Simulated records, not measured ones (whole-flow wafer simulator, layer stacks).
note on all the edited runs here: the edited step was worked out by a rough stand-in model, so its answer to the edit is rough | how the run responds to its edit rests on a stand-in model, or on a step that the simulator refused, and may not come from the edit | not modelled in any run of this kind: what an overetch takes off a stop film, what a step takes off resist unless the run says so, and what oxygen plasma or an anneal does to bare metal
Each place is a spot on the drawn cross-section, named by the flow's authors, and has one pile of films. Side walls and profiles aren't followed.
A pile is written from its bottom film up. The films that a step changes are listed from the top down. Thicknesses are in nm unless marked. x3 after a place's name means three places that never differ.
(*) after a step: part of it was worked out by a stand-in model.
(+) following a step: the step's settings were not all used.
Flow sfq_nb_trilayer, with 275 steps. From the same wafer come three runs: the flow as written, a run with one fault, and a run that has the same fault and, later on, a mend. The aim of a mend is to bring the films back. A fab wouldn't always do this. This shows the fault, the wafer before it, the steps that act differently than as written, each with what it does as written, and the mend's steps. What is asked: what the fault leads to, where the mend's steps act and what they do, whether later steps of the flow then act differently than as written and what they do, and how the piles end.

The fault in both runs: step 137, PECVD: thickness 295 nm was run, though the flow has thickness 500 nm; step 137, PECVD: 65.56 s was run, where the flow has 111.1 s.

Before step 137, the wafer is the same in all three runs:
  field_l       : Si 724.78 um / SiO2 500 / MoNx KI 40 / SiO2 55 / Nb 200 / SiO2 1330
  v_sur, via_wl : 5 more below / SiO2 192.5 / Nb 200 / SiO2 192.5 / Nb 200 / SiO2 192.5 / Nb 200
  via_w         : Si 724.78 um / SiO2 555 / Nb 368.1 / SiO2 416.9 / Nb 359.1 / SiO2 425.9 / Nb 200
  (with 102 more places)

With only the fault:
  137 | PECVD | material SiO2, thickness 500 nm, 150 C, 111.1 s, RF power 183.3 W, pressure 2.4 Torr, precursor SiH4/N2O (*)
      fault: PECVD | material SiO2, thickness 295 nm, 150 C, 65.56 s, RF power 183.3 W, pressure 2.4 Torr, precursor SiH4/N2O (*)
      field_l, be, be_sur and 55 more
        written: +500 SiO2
        fault: +295 SiO2
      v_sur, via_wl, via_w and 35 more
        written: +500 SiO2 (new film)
        fault: +295 SiO2 (new film)
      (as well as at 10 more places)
  Steps later in the flow that act otherwise than as written (18 other steps are not shown; they differ only slightly, by no more than 2% or 0.5 nm, whichever is larger):
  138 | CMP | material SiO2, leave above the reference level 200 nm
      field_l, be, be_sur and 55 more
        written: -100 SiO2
        fault: nothing
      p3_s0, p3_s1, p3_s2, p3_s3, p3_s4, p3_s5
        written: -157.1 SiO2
        fault: nothing
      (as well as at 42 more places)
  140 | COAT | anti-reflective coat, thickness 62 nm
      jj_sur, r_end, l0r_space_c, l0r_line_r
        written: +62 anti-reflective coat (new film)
        fault: +63.9 anti-reflective coat (new film)
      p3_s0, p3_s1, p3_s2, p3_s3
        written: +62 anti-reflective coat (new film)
        fault: +101.3 anti-reflective coat (new film)
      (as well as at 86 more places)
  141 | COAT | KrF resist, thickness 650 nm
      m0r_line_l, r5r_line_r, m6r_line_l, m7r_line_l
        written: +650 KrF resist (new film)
        fault: +670.8 KrF resist (new film)
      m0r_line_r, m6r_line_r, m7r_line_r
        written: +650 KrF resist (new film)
        fault: +670.7 KrF resist (new film)
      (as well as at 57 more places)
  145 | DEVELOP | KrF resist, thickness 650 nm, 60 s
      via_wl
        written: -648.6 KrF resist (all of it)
        fault: -606.7 KrF resist (all of it)
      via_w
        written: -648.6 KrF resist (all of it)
        fault: -611.8 KrF resist (all of it)
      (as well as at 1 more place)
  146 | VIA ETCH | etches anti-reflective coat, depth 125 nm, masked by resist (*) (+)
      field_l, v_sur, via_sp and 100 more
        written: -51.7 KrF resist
        fault: -44.9 KrF resist
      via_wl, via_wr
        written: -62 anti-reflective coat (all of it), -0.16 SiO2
        fault: -53.9 anti-reflective coat (all of it), -0.13 SiO2
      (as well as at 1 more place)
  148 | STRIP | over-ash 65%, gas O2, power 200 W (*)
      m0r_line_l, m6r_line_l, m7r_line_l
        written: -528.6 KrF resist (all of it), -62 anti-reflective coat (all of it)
        fault: -556.1 KrF resist (all of it), -63.3 anti-reflective coat (all of it)
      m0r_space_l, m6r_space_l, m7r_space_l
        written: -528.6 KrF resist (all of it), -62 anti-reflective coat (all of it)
        fault: -547.7 KrF resist (all of it), -76.4 anti-reflective coat (all of it)
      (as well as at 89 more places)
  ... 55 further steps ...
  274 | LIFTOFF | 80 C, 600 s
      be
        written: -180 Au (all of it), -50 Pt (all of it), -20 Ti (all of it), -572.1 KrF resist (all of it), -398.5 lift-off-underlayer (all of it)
        fault: -180 Au (all of it), -50 Pt (all of it), -20 Ti (all of it), -613.3 KrF resist (all of it), -714.3 lift-off-underlayer (all of it)
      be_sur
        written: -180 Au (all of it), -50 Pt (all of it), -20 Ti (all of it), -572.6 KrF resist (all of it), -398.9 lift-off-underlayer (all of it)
        fault: -180 Au (all of it), -50 Pt (all of it), -20 Ti (all of it), -587.1 KrF resist (all of it), -366.6 lift-off-underlayer (all of it)
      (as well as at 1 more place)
  At via_v, be, be_sur and 38 more, the piles at the end differ from the flow's by more than 2% or 0.5 nm, whichever is larger.
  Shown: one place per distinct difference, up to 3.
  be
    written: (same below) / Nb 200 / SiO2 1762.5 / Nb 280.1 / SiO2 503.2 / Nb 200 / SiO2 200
    fault: (same below) / Nb 200 / SiO2 1657.5 / Nb 130.5 / Nb2O5 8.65 / Nb 126.5 / SiO2 209.6 / Nb 120.3 / SiO2 314.4
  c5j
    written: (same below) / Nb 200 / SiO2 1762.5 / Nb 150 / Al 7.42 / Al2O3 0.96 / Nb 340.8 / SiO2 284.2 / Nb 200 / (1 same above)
    fault: (same below) / Nb 200 / SiO2 1657.5 / Nb 150 / Al 7.42 / Al2O3 0.96 / Nb 170 / SiO2 83.4 / Nb 183.3 / SiO2 293.3 / Nb 200 / (1 same above)
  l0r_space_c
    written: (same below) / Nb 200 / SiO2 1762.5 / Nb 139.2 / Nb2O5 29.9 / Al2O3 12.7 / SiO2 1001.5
    fault: (same below) / Nb 200 / SiO2 1657.5 / Nb 139.2 / Nb2O5 29.9 / Al2O3 12.7 / SiO2 1106.5

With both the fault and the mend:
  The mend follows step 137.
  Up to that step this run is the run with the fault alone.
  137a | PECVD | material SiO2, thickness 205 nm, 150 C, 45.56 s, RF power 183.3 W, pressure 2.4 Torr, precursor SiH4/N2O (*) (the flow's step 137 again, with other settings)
      field_l, v_sur, via_wl and 99 more
        +205 SiO2
      lsp_r, l0_sur, l0v
        +201.9 SiO2
      via_v
        +181.5 SiO2
  Steps later in the flow that act otherwise than as written (13 other steps are not shown; they differ only slightly, by no more than 2% or 0.5 nm, whichever is larger):
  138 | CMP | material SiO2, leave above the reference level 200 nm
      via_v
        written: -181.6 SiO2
        mend: nothing
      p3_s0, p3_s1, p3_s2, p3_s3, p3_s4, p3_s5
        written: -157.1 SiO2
        mend: -100 SiO2
  The piles end only slightly different from the flow's at the places that both follow, by no more than 2% or 0.5 nm, whichever is larger.
